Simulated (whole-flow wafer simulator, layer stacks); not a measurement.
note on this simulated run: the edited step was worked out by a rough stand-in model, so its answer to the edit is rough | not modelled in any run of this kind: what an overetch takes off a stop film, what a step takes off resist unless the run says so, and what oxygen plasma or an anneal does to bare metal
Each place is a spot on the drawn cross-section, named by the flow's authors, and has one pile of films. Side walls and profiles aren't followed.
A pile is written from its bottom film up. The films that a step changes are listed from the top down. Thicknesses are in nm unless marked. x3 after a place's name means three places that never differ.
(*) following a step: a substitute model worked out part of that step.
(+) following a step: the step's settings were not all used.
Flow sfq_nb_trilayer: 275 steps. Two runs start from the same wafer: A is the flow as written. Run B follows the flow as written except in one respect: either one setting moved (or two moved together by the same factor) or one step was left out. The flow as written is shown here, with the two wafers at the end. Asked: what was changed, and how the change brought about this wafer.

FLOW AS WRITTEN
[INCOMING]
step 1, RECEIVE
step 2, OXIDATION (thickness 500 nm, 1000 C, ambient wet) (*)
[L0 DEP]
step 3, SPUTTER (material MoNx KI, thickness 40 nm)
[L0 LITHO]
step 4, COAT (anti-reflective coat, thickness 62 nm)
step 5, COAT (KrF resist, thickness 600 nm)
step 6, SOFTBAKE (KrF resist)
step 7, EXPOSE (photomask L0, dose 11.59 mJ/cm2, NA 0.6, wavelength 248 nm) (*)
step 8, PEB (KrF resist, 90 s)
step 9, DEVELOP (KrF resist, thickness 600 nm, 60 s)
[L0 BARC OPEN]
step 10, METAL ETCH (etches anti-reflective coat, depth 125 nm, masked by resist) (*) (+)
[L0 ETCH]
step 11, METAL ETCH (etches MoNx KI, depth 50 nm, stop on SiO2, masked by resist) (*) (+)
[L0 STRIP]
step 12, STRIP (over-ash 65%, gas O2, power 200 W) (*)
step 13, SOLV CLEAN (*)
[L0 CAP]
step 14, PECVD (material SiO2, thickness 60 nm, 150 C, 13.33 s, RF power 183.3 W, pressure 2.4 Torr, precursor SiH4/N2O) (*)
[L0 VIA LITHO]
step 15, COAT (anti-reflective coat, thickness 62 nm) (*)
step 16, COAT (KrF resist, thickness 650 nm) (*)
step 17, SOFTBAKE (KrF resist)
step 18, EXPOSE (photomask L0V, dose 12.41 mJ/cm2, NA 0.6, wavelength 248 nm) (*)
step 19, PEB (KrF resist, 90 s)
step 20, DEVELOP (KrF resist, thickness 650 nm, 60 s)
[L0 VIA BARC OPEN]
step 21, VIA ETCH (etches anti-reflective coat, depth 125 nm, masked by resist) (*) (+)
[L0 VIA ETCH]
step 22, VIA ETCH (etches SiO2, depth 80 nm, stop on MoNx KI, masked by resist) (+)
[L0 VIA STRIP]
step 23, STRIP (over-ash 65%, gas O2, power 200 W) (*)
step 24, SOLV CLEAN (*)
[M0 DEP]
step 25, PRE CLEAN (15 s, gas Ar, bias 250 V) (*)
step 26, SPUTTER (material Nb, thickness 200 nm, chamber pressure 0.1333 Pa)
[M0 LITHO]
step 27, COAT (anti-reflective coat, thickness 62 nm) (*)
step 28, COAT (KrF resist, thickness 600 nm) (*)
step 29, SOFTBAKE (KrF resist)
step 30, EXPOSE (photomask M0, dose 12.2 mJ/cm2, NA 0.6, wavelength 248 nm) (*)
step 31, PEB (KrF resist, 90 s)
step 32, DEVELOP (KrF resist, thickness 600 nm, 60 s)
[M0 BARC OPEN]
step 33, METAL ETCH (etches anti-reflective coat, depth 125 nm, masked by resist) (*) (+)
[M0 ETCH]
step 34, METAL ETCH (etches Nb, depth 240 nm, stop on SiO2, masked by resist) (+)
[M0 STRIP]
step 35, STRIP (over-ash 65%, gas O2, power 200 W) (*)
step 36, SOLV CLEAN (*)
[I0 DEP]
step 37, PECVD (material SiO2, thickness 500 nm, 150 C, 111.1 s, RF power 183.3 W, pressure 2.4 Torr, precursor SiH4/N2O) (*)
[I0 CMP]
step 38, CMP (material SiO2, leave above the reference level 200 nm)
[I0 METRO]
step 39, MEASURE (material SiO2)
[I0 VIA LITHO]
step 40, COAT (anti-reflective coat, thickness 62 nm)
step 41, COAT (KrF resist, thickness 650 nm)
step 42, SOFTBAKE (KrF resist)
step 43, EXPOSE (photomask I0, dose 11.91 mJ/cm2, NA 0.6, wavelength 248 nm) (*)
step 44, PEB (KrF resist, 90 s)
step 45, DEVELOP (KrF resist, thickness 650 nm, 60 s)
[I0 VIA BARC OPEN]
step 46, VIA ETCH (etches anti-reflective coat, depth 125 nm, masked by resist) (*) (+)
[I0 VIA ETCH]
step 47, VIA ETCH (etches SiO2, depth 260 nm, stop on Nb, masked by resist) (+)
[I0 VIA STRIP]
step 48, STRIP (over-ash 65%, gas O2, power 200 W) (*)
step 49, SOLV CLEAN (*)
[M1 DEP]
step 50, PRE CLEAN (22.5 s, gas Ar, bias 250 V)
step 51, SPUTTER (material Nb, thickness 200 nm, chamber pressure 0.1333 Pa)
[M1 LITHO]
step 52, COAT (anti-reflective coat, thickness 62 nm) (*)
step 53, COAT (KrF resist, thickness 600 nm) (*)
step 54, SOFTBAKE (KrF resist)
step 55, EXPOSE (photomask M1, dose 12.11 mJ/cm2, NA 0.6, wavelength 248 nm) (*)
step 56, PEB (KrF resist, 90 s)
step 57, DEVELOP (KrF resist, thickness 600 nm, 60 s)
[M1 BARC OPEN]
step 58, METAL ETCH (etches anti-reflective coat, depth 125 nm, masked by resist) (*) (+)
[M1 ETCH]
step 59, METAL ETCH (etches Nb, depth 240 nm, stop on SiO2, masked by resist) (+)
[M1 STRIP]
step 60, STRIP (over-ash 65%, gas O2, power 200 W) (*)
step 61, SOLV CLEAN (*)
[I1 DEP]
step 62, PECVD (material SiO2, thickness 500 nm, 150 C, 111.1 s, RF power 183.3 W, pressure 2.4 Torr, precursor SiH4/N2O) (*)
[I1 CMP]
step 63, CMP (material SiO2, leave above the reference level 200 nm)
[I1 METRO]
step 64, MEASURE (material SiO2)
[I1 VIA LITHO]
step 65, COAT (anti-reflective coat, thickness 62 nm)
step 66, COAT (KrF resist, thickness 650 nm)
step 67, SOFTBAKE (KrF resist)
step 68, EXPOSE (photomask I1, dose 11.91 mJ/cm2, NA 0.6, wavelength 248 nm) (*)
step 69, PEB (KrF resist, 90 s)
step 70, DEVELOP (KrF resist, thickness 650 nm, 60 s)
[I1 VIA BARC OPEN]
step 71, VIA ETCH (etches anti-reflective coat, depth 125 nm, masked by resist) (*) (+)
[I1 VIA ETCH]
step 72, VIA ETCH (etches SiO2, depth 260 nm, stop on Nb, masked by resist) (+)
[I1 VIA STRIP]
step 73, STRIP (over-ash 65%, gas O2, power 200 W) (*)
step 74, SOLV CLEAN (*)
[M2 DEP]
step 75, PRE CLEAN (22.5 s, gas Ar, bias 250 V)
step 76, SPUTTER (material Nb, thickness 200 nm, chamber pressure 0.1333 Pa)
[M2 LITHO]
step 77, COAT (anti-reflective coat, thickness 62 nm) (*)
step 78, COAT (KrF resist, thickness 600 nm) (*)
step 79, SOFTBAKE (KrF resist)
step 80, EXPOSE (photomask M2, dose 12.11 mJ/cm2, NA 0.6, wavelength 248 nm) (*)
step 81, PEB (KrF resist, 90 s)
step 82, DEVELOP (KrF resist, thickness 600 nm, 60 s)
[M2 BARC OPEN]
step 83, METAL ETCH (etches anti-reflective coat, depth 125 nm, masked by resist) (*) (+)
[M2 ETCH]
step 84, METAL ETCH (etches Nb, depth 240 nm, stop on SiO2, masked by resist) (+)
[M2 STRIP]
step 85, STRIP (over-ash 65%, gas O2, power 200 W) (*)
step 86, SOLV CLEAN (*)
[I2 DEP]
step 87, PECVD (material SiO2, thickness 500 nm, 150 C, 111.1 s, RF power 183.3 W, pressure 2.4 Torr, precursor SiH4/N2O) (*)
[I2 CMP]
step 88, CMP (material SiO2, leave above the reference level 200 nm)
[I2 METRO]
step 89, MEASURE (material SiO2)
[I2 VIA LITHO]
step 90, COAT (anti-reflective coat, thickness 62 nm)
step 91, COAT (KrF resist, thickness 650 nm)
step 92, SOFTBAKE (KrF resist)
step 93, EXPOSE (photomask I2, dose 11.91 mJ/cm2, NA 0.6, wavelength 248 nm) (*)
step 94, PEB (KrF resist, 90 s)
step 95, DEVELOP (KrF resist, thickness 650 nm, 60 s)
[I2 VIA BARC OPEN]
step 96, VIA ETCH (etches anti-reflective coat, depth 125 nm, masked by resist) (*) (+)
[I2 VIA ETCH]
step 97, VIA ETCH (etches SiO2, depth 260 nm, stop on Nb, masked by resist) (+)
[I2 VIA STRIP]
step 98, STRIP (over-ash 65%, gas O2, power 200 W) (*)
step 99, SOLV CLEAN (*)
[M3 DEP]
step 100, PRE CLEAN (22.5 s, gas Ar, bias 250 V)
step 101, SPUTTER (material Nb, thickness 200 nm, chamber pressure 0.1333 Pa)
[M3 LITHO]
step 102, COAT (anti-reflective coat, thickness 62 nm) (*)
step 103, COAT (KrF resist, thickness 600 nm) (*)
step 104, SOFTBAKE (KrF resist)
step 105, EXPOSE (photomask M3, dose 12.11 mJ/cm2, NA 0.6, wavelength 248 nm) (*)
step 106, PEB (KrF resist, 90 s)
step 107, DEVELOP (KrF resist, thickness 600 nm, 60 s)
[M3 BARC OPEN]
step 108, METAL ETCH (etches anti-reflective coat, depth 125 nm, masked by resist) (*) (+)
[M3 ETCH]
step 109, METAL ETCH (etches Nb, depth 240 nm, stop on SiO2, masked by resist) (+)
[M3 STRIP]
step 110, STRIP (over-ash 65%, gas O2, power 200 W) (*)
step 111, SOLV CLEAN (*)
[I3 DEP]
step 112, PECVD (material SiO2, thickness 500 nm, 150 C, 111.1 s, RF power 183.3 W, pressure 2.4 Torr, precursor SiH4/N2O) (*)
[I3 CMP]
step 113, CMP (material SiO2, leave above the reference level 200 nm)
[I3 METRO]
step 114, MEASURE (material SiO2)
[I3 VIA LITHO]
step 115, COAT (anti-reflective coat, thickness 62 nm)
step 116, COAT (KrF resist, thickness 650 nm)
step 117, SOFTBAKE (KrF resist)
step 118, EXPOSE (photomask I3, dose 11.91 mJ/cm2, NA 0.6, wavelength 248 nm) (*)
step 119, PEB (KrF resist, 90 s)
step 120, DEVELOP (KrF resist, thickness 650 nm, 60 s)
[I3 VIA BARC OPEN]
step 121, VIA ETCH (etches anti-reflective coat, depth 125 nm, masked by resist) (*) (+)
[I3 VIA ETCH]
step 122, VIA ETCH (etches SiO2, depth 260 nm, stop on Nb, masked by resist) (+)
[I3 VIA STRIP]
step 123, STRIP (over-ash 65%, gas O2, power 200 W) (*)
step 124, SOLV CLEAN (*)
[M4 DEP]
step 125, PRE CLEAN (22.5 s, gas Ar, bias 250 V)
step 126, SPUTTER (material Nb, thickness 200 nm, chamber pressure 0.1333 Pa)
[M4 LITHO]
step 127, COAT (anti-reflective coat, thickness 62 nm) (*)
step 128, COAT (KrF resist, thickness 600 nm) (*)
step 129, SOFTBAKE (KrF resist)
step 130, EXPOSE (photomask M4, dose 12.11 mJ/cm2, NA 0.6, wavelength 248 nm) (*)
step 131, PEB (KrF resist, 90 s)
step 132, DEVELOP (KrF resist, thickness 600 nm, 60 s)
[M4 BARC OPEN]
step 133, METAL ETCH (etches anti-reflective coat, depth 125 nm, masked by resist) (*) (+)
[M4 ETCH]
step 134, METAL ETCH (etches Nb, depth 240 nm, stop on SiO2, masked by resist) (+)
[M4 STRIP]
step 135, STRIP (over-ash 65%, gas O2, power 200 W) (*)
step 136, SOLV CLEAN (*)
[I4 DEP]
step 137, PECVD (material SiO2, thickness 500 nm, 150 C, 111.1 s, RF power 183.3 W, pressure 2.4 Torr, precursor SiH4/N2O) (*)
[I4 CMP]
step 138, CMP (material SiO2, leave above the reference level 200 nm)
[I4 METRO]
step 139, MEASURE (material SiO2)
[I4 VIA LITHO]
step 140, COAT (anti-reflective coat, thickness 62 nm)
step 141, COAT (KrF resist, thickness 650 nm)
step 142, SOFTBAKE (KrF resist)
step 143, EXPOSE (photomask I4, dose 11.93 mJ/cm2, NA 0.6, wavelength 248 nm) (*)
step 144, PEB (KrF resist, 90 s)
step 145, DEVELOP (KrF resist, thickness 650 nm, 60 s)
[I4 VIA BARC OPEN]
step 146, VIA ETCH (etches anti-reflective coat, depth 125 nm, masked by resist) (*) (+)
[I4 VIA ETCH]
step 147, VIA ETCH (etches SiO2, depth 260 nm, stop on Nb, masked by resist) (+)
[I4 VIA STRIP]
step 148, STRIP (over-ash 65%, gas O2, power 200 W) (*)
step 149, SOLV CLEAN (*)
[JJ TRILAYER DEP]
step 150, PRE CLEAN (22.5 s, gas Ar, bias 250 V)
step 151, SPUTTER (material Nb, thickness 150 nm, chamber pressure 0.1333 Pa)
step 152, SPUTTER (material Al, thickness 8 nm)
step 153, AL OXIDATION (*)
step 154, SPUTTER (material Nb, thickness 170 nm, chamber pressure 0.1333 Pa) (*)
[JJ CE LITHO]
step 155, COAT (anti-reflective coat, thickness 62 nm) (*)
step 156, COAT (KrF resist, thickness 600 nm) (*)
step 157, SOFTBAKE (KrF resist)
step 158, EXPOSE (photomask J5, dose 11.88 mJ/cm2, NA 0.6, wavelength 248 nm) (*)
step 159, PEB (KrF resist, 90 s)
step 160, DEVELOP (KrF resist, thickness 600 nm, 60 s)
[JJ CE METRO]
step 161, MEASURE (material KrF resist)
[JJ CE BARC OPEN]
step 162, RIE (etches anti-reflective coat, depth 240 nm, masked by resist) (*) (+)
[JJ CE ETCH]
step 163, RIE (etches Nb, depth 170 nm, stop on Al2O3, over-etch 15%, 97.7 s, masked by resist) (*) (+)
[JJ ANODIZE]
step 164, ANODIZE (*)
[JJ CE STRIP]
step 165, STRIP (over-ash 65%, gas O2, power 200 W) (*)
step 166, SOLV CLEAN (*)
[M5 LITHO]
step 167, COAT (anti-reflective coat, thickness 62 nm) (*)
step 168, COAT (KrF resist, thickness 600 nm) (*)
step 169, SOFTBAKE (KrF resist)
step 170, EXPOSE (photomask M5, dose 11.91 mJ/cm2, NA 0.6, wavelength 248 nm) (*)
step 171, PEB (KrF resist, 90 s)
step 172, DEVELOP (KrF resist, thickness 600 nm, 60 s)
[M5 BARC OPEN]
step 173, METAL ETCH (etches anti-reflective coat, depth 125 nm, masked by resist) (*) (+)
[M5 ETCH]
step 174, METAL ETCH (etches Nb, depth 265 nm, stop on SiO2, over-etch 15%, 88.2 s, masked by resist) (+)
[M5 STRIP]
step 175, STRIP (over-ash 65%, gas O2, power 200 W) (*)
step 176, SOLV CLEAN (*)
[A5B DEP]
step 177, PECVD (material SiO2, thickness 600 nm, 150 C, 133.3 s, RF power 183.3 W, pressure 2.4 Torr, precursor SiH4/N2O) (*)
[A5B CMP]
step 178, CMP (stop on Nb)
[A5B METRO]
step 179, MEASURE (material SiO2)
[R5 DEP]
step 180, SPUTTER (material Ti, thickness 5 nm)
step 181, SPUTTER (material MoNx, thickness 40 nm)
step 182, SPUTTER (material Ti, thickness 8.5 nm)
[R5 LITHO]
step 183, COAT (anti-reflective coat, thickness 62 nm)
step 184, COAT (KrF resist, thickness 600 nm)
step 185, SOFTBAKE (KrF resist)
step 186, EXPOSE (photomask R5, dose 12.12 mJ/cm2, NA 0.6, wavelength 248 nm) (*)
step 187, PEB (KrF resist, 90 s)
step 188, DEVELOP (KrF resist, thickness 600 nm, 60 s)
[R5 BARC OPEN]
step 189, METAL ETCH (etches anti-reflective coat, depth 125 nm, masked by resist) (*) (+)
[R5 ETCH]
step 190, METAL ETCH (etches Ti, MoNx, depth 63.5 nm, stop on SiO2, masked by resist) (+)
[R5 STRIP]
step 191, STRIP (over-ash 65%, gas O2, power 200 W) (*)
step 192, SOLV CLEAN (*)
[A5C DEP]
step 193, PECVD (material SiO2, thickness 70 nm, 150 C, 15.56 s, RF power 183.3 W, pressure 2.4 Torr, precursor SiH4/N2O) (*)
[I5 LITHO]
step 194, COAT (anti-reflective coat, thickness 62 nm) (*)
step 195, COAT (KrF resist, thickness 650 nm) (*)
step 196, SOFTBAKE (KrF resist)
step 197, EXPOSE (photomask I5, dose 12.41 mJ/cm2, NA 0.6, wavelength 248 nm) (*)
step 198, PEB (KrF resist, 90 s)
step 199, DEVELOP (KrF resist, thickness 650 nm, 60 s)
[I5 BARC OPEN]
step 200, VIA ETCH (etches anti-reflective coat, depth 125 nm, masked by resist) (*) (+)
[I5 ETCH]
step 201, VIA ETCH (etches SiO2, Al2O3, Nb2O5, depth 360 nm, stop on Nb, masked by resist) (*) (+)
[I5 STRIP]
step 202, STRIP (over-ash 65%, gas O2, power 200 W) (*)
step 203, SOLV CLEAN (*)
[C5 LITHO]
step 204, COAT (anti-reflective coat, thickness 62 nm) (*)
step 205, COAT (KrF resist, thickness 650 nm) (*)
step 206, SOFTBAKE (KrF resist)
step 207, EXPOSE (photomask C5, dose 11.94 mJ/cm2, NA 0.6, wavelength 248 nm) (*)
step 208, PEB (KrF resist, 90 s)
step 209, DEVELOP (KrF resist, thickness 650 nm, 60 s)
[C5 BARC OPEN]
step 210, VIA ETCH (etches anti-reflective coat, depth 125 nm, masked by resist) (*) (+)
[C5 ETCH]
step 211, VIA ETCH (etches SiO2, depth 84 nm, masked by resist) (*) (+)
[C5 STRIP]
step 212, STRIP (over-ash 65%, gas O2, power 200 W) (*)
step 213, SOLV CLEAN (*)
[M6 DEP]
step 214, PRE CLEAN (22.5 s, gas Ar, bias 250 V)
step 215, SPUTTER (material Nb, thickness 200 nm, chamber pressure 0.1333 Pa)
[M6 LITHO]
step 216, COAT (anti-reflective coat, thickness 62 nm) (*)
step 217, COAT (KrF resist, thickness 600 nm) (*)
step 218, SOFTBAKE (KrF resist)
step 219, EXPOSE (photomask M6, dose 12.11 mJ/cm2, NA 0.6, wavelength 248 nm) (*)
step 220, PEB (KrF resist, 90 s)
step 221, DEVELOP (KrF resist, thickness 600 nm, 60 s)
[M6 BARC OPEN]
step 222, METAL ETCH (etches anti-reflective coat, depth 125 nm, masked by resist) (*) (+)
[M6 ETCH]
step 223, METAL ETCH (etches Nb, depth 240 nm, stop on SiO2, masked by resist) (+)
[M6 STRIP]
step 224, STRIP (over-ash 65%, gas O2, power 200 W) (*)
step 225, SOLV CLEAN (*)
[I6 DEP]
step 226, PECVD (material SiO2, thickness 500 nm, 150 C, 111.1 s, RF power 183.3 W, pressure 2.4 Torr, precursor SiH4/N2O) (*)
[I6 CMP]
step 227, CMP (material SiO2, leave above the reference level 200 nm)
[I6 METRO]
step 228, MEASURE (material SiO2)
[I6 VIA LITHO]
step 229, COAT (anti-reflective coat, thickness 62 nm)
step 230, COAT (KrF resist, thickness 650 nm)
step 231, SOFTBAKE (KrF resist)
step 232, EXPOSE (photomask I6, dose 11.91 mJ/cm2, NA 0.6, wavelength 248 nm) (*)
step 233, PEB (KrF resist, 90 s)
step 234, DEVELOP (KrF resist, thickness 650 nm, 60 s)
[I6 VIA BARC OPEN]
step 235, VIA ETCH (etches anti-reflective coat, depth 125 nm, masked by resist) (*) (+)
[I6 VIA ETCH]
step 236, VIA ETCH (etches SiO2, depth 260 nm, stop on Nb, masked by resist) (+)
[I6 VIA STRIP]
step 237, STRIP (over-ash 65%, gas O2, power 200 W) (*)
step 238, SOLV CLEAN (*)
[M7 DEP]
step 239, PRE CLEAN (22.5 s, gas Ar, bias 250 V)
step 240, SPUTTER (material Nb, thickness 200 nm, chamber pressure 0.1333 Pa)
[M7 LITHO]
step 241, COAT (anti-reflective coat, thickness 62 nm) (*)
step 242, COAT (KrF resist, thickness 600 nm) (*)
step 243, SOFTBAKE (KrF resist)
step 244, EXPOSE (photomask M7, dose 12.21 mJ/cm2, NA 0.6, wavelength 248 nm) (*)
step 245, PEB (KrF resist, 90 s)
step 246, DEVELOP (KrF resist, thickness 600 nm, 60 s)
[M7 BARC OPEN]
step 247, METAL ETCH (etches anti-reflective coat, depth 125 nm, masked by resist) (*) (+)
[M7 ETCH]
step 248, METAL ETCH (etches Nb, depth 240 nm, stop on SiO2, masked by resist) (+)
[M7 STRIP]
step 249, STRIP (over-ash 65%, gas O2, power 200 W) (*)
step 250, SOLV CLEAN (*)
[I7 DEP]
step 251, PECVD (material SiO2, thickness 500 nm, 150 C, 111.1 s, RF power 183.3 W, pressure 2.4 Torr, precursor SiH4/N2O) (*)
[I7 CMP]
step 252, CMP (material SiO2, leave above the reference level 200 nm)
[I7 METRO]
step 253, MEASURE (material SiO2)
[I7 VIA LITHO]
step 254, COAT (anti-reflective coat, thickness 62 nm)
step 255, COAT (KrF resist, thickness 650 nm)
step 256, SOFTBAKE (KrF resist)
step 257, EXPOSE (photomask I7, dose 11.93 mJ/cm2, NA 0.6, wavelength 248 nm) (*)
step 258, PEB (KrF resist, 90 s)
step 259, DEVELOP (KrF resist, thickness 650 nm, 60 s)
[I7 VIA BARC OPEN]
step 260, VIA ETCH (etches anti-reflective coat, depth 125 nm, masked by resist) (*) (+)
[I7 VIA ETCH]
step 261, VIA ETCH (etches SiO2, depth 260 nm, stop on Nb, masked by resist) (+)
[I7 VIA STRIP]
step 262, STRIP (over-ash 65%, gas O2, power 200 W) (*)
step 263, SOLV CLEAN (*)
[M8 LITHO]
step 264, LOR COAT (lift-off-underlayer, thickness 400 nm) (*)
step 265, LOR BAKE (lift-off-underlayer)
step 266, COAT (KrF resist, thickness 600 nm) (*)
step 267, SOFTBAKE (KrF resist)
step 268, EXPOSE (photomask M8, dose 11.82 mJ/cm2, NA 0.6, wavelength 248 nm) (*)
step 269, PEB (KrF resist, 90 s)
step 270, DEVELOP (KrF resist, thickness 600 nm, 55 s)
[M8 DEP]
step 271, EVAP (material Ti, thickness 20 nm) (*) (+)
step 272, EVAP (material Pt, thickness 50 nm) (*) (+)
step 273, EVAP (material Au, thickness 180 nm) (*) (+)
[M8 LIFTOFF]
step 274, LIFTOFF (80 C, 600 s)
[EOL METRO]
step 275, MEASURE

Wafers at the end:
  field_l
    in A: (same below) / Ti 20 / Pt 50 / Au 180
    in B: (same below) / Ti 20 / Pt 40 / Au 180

What caused this: step 272, EVAP: thickness 40 nm was run, though the flow has thickness 50 nm.
One can read it off the wafer: field_l has Pt 40, and step 272 as written asks for 50 nm.

How this came from the change, step by step:
  step 272, EVAP (material Pt, thickness 50 nm) (*) (+)
      field_l, v_sur, via_wl and 103 more: A +50 Pt (new film) | B +40 Pt (new film)
  step 274, LIFTOFF (80 C, 600 s)
      p4_fl, p4_fm, p4_w1 and 71 more: A -180 Au (all of it), -50 Pt (all of it), -20 Ti (all of it), -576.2 KrF resist (all of it), -400 lift-off-underlayer (all of it) | B -180 Au (all of it), -40 Pt (all of it), -20 Ti (all of it), -576.2 KrF resist (all of it), -400 lift-off-underlayer (all of it)
      c5j, ce_r: A -180 Au (all of it), -50 Pt (all of it), -20 Ti (all of it), -573.3 KrF resist (all of it), -399.3 lift-off-underlayer (all of it) | B -180 Au (all of it), -40 Pt (all of it), -20 Ti (all of it), -573.3 KrF resist (all of it), -399.3 lift-off-underlayer (all of it)
      (and at 19 other places as well)
